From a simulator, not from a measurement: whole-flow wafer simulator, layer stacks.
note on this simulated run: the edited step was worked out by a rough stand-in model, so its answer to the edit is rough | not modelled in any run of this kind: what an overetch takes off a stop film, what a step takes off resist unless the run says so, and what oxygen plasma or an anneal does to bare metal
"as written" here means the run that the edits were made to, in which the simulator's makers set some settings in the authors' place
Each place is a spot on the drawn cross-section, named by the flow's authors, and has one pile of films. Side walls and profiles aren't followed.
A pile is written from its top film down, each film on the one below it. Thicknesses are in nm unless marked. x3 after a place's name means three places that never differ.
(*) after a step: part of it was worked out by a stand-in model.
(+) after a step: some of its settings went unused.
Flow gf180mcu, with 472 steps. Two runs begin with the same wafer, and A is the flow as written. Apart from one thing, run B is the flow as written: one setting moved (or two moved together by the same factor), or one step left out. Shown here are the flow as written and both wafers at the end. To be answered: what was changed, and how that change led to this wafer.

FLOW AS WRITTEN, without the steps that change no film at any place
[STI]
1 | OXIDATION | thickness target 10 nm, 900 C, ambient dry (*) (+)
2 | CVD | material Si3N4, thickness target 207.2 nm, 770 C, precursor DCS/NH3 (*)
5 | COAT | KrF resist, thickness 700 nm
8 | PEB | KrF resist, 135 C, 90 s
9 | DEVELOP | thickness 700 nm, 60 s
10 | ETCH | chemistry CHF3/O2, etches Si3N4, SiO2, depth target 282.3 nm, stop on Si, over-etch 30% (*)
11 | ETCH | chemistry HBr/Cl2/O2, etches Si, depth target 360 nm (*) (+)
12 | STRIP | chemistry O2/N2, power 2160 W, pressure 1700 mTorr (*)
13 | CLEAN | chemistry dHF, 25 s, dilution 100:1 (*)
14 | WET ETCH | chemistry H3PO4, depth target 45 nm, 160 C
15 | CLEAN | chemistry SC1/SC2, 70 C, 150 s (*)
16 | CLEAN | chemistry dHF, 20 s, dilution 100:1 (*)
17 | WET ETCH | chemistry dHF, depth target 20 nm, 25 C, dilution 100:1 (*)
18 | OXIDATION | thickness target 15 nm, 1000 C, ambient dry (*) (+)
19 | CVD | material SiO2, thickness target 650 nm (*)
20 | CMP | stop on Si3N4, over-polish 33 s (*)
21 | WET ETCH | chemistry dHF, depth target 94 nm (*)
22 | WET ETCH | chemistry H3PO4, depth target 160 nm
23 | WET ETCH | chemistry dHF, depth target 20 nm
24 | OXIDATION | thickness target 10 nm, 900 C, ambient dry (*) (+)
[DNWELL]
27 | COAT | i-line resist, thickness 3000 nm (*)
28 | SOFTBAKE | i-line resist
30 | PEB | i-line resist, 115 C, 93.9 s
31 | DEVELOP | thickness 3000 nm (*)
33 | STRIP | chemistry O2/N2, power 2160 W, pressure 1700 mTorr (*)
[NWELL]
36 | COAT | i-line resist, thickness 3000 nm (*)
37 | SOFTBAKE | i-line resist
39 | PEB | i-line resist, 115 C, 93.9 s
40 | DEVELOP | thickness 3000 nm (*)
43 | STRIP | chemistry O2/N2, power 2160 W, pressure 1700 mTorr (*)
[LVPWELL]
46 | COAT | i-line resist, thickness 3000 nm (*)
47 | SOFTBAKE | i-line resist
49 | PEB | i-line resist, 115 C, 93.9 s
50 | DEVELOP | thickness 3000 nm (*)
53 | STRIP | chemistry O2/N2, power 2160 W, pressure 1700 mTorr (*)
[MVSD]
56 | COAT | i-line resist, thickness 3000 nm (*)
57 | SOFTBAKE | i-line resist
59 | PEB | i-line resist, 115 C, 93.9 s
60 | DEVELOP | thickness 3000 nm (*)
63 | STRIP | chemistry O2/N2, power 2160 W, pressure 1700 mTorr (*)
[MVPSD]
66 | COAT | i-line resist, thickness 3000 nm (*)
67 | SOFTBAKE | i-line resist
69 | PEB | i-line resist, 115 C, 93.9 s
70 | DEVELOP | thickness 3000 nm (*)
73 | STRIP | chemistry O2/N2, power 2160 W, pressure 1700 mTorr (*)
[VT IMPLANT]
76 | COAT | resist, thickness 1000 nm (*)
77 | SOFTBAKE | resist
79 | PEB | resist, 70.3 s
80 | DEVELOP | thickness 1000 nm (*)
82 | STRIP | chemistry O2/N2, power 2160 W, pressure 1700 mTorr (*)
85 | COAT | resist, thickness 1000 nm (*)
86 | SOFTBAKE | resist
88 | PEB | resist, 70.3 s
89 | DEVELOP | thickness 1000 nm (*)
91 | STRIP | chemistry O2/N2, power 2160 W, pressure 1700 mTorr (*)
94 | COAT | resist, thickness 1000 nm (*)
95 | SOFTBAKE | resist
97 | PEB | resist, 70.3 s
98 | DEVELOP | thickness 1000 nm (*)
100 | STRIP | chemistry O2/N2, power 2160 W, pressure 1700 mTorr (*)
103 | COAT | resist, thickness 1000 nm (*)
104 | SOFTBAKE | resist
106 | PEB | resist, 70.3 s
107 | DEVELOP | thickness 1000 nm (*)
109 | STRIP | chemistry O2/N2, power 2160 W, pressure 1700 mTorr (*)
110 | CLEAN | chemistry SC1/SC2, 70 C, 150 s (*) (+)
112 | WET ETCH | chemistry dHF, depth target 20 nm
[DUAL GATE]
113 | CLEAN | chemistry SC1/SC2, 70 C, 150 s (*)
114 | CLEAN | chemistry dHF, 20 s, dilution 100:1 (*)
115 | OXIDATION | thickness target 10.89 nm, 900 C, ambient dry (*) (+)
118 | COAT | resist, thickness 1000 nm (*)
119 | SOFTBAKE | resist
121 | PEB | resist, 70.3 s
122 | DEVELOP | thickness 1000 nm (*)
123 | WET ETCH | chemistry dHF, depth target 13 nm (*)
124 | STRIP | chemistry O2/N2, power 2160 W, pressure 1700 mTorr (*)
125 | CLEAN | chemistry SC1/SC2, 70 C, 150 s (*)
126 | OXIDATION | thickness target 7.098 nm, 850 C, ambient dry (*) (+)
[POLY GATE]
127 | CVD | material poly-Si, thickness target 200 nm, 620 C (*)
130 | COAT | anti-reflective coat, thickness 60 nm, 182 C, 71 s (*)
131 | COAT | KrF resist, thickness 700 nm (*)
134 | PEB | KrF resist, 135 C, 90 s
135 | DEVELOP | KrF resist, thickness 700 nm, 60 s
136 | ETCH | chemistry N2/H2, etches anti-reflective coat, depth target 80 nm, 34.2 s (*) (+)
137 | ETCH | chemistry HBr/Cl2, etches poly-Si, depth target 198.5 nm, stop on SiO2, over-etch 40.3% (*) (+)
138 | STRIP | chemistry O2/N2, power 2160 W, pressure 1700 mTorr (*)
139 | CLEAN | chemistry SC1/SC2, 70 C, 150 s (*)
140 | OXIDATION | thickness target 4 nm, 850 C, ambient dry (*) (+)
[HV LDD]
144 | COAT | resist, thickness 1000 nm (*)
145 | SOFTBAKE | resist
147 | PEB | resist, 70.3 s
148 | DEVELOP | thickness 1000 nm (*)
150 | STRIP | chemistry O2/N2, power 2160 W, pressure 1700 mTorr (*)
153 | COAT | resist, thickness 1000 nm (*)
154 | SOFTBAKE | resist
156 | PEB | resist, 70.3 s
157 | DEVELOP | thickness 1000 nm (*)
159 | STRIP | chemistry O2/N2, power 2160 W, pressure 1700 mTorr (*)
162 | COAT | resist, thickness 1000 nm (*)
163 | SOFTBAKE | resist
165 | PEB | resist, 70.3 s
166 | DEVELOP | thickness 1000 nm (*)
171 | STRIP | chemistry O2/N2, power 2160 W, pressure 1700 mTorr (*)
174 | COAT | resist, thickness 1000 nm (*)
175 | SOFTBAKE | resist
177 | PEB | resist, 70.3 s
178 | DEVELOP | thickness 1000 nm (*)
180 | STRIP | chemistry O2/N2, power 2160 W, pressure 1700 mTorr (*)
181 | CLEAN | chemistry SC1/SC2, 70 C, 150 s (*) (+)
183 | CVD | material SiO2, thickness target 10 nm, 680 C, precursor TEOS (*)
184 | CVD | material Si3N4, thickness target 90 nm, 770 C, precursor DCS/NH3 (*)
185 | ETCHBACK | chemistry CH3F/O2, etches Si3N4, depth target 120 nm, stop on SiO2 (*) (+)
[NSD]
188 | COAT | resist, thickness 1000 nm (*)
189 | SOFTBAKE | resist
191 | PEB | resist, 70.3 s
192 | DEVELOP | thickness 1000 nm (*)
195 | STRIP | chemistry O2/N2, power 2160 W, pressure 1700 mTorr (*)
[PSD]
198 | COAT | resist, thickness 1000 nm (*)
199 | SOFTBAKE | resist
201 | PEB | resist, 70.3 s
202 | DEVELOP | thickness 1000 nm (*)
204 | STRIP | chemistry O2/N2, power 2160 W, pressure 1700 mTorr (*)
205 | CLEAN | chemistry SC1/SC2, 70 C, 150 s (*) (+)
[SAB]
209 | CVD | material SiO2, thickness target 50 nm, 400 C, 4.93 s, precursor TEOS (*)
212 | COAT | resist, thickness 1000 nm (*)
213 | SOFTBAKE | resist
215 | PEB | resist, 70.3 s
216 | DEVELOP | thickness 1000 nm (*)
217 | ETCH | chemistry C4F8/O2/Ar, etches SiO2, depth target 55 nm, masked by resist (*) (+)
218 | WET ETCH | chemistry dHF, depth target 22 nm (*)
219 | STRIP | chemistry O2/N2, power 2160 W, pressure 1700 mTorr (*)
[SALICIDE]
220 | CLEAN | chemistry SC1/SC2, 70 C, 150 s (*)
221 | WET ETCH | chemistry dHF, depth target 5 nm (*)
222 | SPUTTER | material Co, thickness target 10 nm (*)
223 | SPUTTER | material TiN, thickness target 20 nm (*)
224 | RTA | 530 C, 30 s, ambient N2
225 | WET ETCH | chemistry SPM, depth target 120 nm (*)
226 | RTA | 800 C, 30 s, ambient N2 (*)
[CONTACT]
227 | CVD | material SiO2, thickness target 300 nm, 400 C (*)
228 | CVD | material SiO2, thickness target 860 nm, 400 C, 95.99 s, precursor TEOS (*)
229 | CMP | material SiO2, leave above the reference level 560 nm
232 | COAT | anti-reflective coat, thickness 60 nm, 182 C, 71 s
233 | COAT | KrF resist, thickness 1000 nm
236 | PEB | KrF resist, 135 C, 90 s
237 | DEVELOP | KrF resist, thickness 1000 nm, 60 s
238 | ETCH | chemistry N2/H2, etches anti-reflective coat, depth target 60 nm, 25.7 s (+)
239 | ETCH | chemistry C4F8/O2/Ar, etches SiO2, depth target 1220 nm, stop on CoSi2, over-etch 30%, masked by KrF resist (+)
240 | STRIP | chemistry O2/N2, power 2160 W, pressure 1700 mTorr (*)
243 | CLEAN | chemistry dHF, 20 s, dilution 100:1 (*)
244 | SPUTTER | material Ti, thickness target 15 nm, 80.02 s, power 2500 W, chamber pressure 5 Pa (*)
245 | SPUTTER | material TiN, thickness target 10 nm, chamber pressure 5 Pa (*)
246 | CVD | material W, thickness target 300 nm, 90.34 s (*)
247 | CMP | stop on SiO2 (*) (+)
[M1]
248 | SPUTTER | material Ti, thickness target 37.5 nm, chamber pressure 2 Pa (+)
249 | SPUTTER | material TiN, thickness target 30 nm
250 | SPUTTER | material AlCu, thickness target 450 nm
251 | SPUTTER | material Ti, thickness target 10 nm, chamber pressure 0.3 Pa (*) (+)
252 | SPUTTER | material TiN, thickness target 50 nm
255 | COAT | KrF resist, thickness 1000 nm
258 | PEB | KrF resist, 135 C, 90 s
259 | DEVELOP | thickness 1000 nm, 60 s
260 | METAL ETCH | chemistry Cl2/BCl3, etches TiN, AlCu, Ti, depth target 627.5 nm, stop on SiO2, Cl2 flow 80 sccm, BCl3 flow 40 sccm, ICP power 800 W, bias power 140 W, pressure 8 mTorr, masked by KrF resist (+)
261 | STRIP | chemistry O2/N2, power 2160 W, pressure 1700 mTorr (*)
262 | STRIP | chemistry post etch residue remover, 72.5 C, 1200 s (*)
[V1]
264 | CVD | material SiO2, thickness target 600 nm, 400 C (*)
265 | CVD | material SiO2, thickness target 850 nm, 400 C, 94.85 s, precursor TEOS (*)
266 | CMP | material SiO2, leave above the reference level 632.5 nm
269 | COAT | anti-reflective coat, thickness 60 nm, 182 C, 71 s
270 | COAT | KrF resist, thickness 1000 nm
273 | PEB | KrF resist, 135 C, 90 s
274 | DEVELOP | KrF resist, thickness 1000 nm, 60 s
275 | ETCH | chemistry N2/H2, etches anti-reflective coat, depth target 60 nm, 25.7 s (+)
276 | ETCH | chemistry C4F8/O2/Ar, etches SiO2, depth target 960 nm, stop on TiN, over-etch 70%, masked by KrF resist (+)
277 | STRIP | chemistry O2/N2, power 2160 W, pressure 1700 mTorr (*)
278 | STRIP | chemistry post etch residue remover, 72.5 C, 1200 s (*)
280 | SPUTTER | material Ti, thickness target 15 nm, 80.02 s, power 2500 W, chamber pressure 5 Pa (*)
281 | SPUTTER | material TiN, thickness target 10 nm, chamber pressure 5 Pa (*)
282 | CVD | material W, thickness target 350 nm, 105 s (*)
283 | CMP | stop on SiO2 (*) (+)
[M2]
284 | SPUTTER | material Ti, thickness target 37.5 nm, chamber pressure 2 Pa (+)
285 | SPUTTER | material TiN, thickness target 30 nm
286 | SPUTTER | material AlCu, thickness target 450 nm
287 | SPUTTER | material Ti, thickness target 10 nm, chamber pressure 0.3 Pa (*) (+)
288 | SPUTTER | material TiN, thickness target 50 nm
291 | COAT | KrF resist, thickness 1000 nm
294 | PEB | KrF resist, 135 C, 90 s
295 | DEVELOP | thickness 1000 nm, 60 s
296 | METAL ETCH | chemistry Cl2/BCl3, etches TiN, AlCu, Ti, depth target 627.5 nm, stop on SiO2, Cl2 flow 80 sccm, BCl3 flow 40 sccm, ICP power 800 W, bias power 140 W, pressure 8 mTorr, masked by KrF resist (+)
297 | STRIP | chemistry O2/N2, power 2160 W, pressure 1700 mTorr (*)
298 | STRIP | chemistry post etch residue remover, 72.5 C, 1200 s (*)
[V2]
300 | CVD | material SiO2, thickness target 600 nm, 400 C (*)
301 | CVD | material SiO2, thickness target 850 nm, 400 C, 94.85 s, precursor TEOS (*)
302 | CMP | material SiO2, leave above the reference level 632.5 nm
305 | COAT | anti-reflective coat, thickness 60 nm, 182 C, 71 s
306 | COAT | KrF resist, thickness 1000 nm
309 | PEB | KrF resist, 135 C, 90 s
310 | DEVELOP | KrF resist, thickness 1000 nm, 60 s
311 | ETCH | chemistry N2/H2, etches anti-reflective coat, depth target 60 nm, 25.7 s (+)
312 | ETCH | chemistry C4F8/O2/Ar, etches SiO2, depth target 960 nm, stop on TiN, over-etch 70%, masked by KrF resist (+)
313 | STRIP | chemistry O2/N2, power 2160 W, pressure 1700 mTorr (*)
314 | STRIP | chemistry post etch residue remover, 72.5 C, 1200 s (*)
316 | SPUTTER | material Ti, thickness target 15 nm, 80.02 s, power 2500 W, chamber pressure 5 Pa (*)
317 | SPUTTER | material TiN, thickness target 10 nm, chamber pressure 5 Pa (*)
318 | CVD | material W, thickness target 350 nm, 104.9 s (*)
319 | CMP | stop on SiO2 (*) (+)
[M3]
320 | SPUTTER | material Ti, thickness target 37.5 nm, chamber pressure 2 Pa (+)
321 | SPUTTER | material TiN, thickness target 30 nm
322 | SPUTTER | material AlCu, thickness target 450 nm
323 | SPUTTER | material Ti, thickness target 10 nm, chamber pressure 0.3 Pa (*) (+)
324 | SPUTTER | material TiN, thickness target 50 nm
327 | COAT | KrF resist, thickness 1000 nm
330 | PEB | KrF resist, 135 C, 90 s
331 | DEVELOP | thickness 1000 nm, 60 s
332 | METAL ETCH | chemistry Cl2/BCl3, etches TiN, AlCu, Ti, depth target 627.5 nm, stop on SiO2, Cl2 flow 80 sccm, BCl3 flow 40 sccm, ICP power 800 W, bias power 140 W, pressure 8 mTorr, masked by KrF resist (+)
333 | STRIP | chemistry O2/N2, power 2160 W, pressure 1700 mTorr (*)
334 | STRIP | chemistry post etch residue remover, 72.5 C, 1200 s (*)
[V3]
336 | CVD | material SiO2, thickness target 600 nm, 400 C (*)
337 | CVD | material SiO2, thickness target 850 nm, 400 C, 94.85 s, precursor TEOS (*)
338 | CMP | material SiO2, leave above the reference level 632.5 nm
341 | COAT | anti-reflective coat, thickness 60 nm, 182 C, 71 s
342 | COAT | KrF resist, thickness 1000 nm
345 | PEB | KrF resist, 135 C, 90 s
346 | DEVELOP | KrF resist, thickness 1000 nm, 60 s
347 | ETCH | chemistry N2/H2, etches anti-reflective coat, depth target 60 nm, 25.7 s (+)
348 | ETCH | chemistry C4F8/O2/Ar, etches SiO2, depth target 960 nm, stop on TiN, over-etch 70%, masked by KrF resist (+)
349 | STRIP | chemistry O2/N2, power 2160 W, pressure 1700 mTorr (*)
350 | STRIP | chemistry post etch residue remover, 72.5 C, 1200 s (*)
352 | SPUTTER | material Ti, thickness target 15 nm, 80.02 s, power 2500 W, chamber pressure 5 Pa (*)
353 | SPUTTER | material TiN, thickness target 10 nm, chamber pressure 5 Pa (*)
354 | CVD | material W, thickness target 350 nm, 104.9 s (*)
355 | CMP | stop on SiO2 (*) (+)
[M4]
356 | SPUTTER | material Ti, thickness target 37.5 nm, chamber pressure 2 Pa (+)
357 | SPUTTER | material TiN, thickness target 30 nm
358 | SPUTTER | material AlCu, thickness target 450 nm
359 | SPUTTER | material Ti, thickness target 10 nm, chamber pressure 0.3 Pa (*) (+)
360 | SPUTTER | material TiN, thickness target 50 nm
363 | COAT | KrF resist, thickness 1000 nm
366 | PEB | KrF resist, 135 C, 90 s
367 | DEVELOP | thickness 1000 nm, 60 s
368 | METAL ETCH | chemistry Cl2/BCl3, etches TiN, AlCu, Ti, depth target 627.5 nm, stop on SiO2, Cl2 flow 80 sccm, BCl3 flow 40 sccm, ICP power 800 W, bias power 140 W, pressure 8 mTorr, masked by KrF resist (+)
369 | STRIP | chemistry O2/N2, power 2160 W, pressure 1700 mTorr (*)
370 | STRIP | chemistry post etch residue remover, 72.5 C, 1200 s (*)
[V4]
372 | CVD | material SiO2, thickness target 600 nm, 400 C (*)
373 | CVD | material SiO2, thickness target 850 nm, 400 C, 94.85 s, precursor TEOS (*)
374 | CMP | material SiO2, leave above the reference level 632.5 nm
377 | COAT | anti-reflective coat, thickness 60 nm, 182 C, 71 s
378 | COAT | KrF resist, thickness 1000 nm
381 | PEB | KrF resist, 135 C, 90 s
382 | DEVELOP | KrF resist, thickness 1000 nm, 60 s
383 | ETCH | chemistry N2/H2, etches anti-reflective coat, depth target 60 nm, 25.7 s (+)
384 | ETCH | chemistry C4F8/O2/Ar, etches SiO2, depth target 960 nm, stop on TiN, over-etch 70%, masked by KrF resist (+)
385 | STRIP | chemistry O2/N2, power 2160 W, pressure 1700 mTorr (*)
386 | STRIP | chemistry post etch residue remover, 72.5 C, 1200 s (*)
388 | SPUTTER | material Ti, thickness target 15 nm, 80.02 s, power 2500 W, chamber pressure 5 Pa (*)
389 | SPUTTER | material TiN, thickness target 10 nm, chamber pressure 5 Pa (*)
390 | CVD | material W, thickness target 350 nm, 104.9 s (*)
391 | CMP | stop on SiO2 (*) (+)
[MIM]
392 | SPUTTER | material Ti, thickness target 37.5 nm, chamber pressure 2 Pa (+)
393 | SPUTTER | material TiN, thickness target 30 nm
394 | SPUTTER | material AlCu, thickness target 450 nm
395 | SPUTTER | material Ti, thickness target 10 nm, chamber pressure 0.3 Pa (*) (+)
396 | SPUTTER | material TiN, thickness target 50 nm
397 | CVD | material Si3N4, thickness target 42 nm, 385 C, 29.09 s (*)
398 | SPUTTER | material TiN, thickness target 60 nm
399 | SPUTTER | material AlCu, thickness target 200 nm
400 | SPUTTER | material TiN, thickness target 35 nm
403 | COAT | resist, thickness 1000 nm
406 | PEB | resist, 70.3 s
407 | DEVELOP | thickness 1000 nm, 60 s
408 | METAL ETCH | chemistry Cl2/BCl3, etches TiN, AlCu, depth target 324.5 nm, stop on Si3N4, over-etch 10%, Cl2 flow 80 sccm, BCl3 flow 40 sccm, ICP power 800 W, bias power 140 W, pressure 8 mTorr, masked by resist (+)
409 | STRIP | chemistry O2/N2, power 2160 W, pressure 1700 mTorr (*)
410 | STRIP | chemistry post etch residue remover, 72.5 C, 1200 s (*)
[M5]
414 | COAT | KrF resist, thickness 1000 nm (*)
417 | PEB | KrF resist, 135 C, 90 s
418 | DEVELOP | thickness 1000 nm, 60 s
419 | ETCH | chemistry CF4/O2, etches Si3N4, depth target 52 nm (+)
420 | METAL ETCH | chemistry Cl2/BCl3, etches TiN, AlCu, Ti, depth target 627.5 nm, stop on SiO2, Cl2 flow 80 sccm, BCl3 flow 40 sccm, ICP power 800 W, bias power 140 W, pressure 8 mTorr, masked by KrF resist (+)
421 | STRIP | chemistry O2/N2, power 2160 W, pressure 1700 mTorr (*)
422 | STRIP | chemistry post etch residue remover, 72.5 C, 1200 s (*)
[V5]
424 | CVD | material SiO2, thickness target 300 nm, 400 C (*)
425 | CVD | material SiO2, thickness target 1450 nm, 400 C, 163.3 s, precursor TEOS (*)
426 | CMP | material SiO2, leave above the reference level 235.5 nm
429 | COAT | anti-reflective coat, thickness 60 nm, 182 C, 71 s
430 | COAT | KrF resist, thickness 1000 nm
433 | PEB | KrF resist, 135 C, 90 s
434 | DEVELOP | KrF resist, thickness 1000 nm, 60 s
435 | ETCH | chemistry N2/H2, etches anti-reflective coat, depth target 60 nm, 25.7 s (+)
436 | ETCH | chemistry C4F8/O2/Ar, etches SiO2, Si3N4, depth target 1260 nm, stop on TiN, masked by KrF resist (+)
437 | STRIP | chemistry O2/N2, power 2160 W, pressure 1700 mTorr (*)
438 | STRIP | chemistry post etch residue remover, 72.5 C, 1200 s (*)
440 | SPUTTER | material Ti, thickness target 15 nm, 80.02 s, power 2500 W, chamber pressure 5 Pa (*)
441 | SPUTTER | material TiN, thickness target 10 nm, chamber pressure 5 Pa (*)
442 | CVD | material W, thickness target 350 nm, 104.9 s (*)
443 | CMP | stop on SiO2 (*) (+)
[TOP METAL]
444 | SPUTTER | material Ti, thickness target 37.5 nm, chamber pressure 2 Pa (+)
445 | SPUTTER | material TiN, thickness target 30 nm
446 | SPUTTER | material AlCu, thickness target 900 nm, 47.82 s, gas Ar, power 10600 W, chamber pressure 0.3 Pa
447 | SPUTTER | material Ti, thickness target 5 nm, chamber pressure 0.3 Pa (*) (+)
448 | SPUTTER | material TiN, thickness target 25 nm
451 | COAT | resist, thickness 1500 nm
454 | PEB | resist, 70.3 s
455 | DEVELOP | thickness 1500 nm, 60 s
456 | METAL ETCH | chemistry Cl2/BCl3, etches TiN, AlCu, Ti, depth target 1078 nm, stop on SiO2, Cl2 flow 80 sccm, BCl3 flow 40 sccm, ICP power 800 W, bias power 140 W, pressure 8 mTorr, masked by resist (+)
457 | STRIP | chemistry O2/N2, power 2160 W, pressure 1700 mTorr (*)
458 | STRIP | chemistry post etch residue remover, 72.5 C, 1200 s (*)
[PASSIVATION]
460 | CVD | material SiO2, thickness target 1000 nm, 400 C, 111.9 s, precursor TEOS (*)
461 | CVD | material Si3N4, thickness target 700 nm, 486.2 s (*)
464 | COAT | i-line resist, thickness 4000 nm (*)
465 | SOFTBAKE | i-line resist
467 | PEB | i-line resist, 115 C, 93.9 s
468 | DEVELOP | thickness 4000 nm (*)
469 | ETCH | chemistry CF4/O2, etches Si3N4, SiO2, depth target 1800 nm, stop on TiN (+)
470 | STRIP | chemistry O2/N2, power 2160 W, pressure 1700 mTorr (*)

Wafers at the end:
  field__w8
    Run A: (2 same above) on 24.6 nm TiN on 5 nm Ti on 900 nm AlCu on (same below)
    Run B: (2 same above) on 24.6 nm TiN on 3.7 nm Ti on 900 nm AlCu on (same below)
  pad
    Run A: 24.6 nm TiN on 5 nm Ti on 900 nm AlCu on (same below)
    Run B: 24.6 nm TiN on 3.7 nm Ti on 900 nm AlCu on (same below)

The reason: step 447, SPUTTER: thickness target 3.7 nm was run, whereas the flow has thickness target 5 nm.
One can read it off the wafer: field__w8 has Ti 3.7, and step 447 as written asks for 5 nm.

Step by step, how the change led to this:
  447 | SPUTTER | material Ti, thickness target 5 nm, chamber pressure 0.3 Pa (*) (+)
      field, field__w1, field__w2 and 109 more: A Ti gains 5 (new film) | B Ti gains 3.7 (new film)
  456 | METAL ETCH | chemistry Cl2/BCl3, etches TiN, AlCu, Ti, depth target 1078 nm, stop on SiO2, Cl2 flow 80 sccm, BCl3 flow 40 sccm, ICP power 800 W, bias power 140 W, pressure 8 mTorr, masked by resist (+)
      field, field__w1, field__w2 and 103 more: A TiN loses 25 (all of it), Ti loses 5 (all of it), AlCu loses 900 (all of it), TiN loses 30 (all of it), Ti loses 37.5 (all of it) | B TiN loses 25 (all of it), Ti loses 3.7 (all of it), AlCu loses 900 (all of it), TiN loses 30 (all of it), Ti loses 37.5 (all of it)
